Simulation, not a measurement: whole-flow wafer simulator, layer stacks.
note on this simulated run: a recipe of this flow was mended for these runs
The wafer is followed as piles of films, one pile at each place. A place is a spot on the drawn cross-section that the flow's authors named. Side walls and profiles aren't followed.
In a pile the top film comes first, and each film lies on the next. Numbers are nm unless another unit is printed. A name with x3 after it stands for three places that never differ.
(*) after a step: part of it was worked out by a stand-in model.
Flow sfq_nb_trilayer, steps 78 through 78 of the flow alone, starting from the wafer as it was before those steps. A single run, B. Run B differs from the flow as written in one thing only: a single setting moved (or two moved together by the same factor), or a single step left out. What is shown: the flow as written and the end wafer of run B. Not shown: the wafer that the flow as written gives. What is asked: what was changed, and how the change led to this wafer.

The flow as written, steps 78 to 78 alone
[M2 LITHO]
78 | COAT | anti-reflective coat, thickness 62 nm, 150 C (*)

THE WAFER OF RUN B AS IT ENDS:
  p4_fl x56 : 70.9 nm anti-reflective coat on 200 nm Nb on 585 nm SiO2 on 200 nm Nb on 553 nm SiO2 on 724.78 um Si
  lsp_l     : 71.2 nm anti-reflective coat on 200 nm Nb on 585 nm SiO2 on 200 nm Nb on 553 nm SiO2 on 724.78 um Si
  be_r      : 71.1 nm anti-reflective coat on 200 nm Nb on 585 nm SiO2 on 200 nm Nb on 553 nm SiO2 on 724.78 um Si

Cause: step 78, COAT: thickness 70.9 nm was run, though the flow has thickness 62 nm.
The wafer lets one read it off: p4_fl x56 has anti-reflective coat 70.9, and step 78 as written asks for 62 nm.

Step by step, how the change led to this:
  78 | COAT | anti-reflective coat, thickness 62 nm, 150 C (*)
      p4_fl x56, wl_j_sl x16, l0r_line_l x3, m0r_space_l x2: +70.9 anti-reflective coat (new film) (in the flow as written it would be: +62 anti-reflective coat (new film))
      lsp_l, ln_m5, lsp_m, ln_m6, lsp_r, l0_sur, l0v: +71.2 anti-reflective coat (new film) (in the flow as written it would be: +62.3 anti-reflective coat (new film))
      (as well as at 22 more places)
